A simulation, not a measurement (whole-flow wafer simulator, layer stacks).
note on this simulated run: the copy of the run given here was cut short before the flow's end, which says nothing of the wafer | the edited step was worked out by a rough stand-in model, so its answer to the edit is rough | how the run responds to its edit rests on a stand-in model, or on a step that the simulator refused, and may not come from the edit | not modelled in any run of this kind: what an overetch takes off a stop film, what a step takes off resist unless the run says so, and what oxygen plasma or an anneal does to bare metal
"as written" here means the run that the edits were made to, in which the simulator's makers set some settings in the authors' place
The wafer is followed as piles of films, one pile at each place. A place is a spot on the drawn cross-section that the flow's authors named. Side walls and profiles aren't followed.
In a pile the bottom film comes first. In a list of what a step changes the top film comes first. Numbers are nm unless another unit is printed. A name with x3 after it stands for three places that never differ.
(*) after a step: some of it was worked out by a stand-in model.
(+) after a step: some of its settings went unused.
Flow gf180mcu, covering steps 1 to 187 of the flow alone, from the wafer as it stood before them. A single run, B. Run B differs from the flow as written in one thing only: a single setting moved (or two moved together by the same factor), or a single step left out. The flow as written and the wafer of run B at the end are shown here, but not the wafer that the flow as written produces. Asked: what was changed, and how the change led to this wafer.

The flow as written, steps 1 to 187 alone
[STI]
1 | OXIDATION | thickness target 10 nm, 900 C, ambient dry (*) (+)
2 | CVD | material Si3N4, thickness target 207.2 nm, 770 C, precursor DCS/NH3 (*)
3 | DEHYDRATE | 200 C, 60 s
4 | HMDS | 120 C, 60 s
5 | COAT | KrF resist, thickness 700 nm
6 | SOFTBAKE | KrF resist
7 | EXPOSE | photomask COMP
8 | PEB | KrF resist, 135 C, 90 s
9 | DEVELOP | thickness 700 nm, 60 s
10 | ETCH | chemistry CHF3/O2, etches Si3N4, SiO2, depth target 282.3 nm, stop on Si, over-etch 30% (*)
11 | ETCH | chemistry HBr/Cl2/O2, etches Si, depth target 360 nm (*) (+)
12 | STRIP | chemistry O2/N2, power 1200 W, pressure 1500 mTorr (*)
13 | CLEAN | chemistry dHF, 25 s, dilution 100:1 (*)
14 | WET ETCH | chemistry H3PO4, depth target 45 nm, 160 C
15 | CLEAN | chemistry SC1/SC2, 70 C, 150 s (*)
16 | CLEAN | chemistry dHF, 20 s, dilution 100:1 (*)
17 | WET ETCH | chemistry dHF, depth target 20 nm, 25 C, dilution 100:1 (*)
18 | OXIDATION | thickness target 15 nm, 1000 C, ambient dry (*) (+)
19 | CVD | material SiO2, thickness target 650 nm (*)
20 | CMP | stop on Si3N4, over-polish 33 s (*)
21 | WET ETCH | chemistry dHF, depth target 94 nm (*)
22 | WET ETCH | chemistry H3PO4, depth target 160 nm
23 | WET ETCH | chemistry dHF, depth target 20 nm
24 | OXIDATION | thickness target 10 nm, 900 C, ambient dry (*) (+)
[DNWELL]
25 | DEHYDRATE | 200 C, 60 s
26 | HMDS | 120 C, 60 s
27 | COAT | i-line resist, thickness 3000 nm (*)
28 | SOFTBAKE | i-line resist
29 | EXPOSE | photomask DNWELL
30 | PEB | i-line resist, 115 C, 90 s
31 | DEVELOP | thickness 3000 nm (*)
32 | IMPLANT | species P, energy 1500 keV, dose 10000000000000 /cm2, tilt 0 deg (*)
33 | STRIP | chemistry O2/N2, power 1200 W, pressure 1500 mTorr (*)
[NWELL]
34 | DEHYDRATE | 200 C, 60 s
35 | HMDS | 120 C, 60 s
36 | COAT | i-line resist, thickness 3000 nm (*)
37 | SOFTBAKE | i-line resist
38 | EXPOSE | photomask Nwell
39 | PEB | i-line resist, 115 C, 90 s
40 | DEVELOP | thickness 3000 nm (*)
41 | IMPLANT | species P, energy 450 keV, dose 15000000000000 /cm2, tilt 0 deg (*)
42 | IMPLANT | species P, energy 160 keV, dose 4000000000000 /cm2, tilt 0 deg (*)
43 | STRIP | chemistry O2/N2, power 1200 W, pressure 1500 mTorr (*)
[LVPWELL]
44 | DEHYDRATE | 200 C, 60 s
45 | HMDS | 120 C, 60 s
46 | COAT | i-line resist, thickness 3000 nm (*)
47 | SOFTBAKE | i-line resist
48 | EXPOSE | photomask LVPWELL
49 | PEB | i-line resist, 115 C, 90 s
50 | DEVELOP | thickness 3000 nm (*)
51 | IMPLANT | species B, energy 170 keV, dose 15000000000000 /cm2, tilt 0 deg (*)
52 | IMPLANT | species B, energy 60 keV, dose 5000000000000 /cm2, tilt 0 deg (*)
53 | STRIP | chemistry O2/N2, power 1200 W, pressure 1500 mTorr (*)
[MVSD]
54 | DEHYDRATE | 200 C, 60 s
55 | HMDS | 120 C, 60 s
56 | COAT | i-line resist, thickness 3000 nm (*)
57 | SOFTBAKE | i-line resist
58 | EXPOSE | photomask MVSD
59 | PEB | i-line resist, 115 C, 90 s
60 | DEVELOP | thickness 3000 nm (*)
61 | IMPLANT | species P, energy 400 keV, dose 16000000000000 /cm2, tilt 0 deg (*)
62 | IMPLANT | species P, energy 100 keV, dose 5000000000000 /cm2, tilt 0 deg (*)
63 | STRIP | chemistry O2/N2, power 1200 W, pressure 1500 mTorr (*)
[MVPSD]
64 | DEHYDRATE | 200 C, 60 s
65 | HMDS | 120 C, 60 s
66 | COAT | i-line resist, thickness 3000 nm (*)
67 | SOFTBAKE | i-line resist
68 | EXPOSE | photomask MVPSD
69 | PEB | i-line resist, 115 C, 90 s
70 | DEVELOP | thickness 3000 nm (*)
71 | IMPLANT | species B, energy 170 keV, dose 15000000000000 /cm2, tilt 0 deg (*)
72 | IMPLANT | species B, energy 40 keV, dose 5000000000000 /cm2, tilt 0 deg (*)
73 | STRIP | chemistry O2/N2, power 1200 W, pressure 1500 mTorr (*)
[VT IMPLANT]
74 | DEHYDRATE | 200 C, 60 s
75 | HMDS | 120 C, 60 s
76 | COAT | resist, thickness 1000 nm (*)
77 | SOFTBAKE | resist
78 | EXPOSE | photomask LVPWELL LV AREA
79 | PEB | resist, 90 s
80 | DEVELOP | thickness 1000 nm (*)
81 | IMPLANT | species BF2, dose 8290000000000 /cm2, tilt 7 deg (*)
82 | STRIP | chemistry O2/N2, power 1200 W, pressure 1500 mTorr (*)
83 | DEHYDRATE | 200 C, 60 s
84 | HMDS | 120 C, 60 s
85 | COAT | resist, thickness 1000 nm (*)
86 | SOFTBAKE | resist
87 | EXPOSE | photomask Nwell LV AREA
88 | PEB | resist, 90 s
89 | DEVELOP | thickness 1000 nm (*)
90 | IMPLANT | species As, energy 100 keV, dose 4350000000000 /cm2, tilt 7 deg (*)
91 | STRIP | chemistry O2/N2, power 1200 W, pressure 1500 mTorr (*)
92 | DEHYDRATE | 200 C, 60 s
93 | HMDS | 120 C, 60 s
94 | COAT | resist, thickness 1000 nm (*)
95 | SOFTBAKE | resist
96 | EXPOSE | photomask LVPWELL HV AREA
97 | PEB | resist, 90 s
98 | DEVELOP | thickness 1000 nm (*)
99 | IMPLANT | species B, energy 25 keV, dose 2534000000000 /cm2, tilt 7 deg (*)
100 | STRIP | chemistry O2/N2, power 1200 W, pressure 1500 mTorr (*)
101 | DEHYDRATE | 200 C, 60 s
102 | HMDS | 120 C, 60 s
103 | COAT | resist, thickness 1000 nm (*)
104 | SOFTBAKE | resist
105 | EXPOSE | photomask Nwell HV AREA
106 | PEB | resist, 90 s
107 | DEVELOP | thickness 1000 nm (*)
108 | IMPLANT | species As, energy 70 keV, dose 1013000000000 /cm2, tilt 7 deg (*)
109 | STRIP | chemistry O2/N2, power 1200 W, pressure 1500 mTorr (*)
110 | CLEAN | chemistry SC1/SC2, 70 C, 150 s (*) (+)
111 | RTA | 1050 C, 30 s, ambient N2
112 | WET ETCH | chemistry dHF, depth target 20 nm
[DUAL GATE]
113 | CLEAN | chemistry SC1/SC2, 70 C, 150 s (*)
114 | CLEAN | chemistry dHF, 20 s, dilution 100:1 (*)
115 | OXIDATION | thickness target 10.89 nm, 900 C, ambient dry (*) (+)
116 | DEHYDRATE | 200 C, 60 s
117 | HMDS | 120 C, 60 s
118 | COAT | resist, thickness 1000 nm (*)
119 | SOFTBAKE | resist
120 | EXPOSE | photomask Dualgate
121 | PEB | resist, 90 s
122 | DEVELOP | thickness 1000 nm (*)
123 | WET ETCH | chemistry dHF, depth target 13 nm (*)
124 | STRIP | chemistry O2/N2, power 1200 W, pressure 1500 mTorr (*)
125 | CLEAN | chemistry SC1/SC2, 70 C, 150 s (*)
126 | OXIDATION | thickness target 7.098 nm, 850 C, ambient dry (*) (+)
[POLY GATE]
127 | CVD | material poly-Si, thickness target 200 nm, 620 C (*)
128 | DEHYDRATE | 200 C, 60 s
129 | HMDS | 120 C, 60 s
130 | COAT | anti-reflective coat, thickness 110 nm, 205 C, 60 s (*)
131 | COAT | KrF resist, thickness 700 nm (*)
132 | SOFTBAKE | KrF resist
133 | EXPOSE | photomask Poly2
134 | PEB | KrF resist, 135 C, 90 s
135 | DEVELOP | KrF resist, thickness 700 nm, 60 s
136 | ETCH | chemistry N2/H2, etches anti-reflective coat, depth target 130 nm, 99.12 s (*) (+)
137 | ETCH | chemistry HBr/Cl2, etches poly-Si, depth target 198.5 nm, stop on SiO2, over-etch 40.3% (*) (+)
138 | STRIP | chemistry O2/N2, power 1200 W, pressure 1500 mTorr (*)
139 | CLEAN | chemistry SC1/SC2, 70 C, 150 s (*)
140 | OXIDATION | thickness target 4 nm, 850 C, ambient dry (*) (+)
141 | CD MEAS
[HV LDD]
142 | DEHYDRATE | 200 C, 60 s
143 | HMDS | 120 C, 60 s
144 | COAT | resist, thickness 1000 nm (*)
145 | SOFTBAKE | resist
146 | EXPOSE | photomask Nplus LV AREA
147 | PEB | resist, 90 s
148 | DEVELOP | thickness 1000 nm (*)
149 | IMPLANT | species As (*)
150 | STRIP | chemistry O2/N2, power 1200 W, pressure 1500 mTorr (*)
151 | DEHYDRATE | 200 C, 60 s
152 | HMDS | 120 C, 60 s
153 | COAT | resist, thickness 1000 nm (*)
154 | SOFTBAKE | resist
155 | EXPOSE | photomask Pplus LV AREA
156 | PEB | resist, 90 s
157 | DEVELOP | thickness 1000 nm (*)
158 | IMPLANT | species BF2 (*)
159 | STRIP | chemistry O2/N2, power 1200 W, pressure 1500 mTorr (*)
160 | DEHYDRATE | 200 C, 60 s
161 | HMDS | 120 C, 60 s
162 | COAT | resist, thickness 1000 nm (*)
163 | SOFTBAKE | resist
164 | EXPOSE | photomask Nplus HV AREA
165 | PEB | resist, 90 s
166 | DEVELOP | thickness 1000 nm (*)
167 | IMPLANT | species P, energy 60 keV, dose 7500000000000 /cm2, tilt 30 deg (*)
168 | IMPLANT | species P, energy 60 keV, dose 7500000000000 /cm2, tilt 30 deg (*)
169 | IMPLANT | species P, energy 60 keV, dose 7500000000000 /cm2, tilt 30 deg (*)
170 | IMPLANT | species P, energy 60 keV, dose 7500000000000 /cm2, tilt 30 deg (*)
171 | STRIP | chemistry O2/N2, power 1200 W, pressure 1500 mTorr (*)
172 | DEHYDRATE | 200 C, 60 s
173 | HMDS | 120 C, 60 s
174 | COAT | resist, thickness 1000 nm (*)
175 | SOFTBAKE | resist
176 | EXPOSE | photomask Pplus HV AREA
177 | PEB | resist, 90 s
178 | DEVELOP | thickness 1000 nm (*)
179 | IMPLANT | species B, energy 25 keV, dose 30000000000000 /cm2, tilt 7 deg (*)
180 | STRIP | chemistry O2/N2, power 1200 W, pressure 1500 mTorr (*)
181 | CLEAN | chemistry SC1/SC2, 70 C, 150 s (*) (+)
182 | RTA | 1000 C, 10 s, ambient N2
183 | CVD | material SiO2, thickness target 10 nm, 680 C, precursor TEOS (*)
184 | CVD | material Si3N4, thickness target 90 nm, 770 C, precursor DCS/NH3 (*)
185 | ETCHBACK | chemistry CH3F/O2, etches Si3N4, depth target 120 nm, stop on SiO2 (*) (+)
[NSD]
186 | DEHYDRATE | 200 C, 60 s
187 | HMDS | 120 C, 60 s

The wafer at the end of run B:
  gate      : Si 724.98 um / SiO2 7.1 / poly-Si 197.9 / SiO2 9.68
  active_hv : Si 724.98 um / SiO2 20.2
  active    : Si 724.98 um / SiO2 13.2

Cause: step 183, CVD: thickness target 8.52 nm was run, while the flow as written has thickness target 10 nm.

Step by step, how the change led to this:
  183 | CVD | material SiO2, thickness target 10 nm, 680 C, precursor TEOS (*)
      field, field__w1, field__w2 and 99 more: +8.52 SiO2 (as written it would have been: +10 SiO2)
      ld_drift_p: +8.41 SiO2 (as written it would have been: +9.87 SiO2)
      (as well as at 1 more place)
